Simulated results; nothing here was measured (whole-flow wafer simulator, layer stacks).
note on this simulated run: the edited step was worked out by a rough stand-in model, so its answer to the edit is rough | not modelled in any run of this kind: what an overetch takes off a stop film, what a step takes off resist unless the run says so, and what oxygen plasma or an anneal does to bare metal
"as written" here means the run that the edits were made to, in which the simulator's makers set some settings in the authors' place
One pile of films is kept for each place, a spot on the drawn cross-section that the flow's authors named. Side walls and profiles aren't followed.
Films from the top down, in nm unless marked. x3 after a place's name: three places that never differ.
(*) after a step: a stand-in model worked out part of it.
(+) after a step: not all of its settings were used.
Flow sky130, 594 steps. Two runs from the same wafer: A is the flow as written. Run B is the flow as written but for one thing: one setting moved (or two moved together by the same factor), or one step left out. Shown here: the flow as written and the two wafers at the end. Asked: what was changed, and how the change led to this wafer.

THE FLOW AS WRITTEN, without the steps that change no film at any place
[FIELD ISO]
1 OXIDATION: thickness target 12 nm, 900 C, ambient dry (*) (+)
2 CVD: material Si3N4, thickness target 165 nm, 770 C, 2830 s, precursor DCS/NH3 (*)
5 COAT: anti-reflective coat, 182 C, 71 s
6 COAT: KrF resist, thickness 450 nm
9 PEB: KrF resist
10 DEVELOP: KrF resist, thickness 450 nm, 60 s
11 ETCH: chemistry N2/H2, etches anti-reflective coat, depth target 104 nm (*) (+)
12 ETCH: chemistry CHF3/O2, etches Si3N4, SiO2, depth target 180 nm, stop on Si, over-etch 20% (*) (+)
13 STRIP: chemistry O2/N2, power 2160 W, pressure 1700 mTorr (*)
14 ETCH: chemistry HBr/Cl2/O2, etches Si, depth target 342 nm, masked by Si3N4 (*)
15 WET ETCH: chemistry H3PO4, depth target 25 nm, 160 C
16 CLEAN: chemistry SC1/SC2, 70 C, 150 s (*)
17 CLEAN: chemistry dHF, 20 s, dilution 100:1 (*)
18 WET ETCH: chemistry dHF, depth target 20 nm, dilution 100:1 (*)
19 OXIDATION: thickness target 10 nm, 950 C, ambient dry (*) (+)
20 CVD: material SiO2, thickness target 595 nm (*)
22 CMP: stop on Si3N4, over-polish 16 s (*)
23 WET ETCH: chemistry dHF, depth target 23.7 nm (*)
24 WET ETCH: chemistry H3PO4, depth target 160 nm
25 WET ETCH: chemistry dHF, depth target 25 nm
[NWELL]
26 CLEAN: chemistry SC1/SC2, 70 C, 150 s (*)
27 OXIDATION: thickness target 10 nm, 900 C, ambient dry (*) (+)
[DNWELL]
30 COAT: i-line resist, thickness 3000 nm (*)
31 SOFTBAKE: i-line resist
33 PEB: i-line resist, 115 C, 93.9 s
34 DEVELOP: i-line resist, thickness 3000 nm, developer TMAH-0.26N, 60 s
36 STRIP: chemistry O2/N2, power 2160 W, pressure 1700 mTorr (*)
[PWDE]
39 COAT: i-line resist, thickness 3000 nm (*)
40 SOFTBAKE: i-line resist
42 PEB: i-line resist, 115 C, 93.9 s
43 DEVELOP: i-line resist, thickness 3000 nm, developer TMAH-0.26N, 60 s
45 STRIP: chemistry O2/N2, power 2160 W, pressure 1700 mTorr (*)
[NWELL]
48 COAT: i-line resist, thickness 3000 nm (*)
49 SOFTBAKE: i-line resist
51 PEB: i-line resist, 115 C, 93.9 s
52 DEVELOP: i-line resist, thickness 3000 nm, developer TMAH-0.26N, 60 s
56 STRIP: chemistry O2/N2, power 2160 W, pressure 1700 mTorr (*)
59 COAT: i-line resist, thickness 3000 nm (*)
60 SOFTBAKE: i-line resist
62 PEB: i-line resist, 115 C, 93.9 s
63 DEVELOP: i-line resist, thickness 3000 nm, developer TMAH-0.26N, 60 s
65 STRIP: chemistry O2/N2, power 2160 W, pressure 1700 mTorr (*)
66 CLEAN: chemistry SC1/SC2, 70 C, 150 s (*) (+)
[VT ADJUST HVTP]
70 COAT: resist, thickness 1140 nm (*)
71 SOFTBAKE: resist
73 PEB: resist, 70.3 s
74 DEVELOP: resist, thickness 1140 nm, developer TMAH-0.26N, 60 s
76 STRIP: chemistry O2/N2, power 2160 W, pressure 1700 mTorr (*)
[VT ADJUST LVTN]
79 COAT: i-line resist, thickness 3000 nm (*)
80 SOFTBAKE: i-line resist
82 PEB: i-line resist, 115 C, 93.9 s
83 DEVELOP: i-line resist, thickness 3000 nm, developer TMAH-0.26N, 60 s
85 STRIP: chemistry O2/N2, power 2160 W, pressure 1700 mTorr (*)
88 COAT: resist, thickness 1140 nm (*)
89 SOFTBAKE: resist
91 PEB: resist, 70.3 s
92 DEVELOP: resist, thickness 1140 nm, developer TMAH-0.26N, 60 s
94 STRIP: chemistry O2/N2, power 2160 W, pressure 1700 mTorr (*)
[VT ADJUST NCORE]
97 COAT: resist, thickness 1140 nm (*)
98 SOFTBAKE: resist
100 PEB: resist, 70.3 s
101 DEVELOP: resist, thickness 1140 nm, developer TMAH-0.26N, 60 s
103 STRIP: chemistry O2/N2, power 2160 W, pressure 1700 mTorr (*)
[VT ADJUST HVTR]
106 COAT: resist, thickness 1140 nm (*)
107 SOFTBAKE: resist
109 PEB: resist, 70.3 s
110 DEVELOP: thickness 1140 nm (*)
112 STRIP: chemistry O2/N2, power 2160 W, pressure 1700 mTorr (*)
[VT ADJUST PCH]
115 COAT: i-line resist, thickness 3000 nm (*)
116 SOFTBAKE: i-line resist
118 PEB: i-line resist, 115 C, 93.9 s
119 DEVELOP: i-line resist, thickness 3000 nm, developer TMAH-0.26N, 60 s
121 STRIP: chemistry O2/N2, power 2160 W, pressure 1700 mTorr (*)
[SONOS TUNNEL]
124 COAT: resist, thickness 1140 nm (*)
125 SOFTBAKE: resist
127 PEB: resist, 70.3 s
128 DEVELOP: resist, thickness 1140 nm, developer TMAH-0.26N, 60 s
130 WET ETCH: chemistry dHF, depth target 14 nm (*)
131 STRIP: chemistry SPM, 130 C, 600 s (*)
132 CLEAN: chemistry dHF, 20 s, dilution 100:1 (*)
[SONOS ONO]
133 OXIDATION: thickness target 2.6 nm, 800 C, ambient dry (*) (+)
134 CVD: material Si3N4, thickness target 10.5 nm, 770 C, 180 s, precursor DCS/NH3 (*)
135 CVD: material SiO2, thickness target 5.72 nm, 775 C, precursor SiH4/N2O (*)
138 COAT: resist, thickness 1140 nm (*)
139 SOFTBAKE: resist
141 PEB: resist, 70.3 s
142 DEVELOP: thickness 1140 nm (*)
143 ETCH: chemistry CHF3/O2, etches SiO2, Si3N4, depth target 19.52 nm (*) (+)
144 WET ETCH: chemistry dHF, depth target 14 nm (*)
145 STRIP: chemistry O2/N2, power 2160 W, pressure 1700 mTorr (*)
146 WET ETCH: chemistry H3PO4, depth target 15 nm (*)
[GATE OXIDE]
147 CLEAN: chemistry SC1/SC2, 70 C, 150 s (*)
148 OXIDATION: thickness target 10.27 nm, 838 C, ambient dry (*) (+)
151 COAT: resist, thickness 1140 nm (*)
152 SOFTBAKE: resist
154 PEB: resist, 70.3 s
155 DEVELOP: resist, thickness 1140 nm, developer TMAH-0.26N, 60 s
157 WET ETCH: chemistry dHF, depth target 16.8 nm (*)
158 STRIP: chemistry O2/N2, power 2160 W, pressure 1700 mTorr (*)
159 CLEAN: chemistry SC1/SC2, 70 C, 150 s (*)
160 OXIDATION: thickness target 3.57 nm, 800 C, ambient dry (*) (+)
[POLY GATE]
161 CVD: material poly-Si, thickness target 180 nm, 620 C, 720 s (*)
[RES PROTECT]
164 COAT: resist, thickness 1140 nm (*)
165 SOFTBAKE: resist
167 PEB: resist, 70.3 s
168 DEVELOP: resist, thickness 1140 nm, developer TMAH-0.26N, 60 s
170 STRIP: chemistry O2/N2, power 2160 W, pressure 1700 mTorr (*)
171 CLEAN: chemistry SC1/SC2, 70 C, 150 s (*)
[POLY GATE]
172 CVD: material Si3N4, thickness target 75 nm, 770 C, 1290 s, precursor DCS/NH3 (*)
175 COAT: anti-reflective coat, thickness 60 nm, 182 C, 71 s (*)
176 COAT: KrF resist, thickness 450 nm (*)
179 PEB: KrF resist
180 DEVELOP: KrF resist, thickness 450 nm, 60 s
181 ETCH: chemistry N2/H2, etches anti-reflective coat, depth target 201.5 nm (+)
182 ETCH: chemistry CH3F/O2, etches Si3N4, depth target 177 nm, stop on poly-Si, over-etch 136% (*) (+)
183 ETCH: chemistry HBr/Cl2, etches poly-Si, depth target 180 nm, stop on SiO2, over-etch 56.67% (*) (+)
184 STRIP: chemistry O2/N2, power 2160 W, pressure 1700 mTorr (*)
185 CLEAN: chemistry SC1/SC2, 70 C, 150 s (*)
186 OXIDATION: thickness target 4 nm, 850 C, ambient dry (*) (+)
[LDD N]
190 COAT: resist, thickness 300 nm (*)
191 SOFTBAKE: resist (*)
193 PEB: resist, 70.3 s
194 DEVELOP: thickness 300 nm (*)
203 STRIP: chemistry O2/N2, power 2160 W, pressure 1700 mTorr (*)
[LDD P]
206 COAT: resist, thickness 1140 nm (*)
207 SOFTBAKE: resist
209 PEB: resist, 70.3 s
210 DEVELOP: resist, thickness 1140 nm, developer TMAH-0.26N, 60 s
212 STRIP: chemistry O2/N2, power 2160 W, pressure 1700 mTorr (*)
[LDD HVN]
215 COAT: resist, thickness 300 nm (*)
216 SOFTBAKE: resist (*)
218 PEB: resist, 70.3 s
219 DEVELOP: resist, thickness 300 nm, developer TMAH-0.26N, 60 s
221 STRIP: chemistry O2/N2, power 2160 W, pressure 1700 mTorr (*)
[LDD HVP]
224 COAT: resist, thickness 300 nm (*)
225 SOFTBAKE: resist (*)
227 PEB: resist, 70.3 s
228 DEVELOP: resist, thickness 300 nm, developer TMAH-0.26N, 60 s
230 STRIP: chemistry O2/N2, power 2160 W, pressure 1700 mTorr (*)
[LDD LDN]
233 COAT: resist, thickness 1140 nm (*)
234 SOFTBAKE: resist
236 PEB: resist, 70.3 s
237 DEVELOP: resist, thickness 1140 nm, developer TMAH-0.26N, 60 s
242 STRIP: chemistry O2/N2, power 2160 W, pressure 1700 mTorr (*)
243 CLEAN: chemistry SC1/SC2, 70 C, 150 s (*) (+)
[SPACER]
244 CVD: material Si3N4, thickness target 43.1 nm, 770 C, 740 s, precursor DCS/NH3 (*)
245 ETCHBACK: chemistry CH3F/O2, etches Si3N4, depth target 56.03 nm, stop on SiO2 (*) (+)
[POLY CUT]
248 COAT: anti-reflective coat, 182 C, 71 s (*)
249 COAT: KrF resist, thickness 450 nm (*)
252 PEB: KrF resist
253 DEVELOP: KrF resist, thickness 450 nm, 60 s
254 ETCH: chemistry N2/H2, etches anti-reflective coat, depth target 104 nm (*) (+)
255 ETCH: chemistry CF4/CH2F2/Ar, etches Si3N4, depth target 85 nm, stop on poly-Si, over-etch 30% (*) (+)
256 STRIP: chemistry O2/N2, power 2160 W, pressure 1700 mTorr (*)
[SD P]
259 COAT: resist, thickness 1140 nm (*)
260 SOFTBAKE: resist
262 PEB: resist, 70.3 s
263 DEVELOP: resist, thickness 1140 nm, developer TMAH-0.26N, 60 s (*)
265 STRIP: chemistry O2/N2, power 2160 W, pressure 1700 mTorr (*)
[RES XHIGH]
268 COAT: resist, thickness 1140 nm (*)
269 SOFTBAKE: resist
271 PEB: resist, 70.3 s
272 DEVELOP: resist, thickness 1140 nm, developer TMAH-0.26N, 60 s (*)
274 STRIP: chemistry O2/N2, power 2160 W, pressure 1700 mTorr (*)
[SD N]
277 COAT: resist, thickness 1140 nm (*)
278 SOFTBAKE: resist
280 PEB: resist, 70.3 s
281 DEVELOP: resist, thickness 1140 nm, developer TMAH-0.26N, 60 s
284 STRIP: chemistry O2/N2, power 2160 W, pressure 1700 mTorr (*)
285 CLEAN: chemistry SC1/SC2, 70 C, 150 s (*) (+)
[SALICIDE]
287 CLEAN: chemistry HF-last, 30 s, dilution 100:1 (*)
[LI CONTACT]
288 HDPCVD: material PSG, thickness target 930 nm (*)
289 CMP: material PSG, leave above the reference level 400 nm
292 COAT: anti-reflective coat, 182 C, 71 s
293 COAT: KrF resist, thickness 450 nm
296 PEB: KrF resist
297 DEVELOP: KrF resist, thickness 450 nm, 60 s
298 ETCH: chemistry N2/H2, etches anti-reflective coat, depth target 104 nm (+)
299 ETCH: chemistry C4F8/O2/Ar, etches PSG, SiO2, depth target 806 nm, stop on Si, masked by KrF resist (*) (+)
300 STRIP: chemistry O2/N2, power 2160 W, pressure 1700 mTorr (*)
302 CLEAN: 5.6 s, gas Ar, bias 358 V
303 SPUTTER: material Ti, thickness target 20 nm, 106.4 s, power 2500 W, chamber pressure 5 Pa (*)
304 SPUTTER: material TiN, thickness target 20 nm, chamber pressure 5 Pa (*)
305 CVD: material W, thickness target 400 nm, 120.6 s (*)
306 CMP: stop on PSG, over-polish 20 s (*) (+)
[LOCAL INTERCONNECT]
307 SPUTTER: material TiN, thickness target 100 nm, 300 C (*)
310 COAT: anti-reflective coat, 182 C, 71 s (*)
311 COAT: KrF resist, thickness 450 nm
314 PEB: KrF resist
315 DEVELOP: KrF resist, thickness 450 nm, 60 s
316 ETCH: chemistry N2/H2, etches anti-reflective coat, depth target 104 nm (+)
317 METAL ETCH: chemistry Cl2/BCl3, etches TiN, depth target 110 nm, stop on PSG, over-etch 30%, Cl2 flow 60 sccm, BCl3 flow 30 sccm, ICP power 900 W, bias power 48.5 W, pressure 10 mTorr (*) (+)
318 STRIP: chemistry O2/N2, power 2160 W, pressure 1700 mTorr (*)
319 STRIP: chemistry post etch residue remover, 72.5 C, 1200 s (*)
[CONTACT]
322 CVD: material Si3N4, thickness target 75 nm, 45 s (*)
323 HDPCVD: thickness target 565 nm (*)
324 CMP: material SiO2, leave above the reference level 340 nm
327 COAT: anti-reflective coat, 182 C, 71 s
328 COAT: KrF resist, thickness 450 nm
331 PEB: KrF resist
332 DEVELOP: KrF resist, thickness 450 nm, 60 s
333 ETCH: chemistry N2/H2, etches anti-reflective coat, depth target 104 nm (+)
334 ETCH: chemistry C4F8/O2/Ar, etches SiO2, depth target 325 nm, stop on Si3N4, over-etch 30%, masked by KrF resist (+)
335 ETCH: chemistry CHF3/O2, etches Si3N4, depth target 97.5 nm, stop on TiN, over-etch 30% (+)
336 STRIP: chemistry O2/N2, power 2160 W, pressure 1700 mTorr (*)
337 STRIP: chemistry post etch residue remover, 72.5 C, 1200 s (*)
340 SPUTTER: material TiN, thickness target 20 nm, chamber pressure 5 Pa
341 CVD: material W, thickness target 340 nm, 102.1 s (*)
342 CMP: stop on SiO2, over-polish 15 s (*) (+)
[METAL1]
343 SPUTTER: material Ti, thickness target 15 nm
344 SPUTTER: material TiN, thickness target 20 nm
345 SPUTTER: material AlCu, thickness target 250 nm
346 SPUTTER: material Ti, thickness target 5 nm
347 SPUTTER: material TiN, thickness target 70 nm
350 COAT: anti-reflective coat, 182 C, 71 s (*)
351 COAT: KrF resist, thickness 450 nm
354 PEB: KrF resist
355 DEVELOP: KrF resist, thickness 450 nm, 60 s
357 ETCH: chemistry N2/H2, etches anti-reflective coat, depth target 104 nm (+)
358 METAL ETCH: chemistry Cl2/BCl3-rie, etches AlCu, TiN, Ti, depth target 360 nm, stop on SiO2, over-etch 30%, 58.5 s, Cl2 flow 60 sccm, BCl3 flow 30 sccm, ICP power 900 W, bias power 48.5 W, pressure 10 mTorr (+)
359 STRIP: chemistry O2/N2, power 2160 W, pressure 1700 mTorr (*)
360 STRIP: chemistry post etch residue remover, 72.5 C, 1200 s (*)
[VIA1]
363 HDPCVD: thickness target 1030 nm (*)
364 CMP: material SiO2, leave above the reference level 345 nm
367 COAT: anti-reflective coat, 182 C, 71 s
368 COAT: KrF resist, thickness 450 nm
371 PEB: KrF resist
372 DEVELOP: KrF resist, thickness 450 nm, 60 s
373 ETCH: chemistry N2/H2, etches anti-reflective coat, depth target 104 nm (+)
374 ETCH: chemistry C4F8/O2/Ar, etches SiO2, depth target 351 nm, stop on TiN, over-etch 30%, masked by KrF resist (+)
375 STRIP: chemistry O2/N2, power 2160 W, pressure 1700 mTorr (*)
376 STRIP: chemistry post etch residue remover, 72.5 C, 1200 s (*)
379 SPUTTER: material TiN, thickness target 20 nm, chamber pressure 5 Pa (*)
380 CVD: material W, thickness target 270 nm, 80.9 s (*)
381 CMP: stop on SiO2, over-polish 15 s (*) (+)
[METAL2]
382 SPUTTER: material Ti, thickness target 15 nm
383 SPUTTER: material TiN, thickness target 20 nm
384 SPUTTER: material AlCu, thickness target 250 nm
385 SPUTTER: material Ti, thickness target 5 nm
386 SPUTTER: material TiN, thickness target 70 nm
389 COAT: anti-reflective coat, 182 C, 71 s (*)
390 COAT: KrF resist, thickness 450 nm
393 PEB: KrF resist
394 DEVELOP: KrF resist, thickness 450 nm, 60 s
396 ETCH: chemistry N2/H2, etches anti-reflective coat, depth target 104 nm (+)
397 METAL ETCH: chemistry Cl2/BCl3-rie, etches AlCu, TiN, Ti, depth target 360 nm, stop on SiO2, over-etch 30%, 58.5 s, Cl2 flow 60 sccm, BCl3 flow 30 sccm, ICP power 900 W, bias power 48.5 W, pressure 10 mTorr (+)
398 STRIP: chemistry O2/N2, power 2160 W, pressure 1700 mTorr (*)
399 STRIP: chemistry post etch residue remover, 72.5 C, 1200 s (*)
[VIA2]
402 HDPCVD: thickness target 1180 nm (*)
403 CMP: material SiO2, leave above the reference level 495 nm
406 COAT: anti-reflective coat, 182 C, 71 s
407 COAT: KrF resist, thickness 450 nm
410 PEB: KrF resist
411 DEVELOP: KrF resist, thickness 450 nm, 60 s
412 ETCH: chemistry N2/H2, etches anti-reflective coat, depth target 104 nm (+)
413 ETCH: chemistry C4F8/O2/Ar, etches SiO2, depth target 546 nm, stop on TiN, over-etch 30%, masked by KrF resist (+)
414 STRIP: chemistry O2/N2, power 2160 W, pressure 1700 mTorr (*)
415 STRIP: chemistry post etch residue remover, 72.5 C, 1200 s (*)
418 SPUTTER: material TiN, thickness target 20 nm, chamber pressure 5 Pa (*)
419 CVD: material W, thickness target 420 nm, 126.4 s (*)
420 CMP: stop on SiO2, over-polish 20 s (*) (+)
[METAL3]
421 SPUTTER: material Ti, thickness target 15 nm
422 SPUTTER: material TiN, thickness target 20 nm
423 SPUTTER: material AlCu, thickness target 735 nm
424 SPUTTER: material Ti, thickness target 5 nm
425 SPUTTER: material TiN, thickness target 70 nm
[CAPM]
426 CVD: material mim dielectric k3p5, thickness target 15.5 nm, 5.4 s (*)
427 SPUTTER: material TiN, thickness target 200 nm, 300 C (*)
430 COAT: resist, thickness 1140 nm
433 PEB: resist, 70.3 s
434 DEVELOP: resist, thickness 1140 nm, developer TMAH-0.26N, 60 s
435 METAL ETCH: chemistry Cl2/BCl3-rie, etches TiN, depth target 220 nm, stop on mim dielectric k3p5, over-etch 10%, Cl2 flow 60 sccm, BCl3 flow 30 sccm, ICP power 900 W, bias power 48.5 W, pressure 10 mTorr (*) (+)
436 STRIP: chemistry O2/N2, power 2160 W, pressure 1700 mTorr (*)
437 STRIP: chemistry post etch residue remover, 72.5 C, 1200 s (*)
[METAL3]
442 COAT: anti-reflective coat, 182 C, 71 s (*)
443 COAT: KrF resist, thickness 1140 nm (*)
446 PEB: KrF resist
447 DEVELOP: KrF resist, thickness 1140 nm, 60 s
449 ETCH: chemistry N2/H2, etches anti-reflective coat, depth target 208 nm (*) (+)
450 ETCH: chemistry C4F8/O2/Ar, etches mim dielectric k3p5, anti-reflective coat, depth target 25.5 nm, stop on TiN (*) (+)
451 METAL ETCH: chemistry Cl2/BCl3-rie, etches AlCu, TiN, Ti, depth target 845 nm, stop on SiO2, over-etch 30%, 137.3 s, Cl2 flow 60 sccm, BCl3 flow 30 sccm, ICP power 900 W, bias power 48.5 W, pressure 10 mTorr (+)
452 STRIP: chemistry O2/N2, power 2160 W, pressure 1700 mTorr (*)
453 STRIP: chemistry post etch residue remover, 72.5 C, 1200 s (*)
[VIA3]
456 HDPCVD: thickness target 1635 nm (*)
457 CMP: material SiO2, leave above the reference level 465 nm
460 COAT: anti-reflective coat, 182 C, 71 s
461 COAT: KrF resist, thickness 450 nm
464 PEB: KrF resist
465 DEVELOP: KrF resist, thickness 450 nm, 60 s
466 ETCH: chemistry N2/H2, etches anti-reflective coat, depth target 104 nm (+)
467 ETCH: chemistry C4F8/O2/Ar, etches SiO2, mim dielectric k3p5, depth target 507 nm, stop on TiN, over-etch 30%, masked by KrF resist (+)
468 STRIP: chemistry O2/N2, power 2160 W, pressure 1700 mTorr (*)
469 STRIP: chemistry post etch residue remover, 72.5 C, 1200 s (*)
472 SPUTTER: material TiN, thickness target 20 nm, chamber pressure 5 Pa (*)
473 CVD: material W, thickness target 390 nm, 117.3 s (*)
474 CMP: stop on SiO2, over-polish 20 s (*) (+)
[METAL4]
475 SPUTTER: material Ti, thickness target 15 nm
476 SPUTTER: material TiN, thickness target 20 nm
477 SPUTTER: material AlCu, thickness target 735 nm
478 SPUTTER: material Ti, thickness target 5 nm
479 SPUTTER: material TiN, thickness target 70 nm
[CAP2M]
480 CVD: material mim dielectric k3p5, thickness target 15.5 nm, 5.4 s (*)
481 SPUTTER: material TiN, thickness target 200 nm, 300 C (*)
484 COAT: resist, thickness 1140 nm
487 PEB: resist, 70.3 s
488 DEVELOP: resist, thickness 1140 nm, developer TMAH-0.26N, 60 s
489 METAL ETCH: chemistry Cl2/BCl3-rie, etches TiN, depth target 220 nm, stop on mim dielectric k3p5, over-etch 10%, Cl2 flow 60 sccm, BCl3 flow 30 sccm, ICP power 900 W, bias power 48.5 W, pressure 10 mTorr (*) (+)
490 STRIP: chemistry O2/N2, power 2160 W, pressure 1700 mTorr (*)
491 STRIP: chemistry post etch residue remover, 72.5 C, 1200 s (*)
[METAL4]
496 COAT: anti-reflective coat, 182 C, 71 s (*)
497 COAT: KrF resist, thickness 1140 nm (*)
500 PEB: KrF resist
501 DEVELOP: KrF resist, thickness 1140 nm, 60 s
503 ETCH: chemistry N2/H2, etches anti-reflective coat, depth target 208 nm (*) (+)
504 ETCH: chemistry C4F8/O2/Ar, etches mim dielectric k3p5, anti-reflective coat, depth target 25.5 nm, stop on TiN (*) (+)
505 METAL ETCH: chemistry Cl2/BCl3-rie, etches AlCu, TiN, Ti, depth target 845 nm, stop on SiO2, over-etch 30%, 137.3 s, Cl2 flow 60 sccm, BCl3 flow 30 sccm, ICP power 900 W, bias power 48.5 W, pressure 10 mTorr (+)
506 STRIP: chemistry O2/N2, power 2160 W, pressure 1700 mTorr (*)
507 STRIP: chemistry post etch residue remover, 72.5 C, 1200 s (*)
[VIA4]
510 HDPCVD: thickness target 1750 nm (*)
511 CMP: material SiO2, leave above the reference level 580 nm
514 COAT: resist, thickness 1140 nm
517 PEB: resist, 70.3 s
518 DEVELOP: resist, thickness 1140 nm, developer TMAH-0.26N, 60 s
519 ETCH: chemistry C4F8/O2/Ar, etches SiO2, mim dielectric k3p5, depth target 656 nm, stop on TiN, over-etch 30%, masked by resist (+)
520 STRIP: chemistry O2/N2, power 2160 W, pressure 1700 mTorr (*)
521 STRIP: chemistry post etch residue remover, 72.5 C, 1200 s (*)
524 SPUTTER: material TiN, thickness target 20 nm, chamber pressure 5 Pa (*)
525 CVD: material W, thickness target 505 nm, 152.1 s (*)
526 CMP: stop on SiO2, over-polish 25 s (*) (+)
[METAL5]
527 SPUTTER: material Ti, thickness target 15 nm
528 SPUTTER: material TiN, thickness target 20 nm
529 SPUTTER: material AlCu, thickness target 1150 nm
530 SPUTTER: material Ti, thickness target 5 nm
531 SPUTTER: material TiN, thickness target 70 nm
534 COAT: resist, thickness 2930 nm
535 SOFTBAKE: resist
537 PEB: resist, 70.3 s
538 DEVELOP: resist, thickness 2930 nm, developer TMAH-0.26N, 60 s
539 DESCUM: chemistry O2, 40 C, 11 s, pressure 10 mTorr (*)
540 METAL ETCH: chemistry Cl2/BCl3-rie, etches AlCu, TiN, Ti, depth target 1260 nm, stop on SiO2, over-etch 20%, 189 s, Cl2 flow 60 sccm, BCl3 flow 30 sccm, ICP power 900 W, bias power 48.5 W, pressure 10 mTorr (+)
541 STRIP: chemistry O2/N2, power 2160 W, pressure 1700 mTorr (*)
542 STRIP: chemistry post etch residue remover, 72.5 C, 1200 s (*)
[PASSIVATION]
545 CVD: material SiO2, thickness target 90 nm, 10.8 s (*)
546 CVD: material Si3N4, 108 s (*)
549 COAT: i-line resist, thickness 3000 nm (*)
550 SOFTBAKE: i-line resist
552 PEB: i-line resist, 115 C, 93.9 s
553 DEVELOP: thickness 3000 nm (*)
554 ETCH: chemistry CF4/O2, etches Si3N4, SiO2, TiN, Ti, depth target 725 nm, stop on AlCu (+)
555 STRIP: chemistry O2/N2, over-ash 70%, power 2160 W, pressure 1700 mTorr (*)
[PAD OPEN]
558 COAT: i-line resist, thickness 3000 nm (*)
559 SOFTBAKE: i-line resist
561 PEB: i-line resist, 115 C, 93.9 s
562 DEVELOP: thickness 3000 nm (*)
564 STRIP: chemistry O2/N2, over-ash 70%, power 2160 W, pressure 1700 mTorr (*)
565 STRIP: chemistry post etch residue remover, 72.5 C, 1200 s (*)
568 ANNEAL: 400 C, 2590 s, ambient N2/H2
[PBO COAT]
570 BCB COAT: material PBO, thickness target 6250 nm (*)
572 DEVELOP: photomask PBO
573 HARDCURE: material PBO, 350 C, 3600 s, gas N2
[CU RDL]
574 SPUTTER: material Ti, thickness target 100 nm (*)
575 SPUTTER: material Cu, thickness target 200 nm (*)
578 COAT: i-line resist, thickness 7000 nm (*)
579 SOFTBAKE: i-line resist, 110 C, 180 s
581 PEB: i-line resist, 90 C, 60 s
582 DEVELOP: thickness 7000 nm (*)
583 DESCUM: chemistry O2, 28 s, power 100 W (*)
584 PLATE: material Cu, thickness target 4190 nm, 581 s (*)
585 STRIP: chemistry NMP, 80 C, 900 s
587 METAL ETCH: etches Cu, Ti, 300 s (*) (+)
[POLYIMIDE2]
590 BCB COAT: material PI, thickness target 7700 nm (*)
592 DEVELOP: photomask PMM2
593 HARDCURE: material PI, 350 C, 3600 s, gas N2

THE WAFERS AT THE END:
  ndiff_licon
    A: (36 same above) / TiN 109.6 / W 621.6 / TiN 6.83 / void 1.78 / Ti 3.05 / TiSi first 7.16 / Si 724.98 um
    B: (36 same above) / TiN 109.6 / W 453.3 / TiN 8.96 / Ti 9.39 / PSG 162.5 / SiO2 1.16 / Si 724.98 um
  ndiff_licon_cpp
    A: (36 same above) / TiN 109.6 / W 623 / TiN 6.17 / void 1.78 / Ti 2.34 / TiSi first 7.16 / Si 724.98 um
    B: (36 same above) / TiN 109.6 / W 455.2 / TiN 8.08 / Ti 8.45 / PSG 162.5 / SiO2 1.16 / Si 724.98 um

The cause: step 299, ETCH: depth target 476 nm was run, where the flow has depth target 806 nm.

How the change led to this, step by step:
  299 ETCH: chemistry C4F8/O2/Ar, etches PSG, SiO2, depth target 806 nm, stop on Si, masked by KrF resist (*) (+)
      contact, ndiff_licon, ndiff_licon_cpp: A PSG -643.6 (all of it), SiO2 -1.16 (all of it) | B PSG -476
      field, active, n_well and 184 more: A KrF resist -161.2 | B KrF resist -95.2
  300 STRIP: chemistry O2/N2, power 2160 W, pressure 1700 mTorr (*)
      contact, ndiff_licon, ndiff_licon_cpp: A chemical SiO2 +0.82 (new film), Si -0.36 | B nothing
      field, active, n_well and 184 more: A KrF resist -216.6 (all of it), anti-reflective coat -80 (all of it) | B KrF resist -282.6 (all of it), anti-reflective coat -80 (all of it)
  302 CLEAN: 5.6 s, gas Ar, bias 358 V
      contact, ndiff_licon, ndiff_licon_cpp: A chemical SiO2 -0.82 (all of it) | B PSG -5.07
  303 SPUTTER: material Ti, thickness target 20 nm, 106.4 s, power 2500 W, chamber pressure 5 Pa (*)
      ndiff_licon: A Ti +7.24 (new film) | B Ti +9.39 (new film)
      ndiff_licon_cpp: A Ti +6.53 (new film) | B Ti +8.45 (new film)
  304 SPUTTER: material TiN, thickness target 20 nm, chamber pressure 5 Pa (*)
      ndiff_licon: A TiN +6.83 (new film) | B TiN +8.96 (new film)
      ndiff_licon_cpp: A TiN +6.17 (new film) | B TiN +8.08 (new film)
  305 CVD: material W, thickness target 400 nm, 120.6 s (*)
      ndiff_licon: A W +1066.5 (new film) | B W +898.3 (new film)
      ndiff_licon_cpp: A W +1067.9 (new film) | B W +900.1 (new film)
  568 ANNEAL: 400 C, 2590 s, ambient N2/H2
      ndiff_licon, ndiff_licon_cpp: A under 37 films: void +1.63 (new film), Ti -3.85, TiSi first +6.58 (new film), Si -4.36 | B nothing
Counting metal films that touch as one body, ndiff_licon has 5 bodies (between them, from the top down: SiO2 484 / mim dielectric k3p5 15.5; SiO2 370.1 / mim dielectric k3p5 15.5; SiO2 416; SiO2 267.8); the flow as written gives 6 bodies (between them, from the top down: SiO2 484 / mim dielectric k3p5 15.5; SiO2 370.1 / mim dielectric k3p5 15.5; SiO2 416; SiO2 267.8; void 1.78).
Counting metal films that touch as one body, ndiff_licon_cpp has 5 bodies (between them, from the top down: SiO2 484 / mim dielectric k3p5 15.5; SiO2 370.1 / mim dielectric k3p5 15.5; SiO2 416; SiO2 267.8); the flow as written gives 6 bodies (between them, from the top down: SiO2 484 / mim dielectric k3p5 15.5; SiO2 370.1 / mim dielectric k3p5 15.5; SiO2 416; SiO2 267.8; void 1.78).
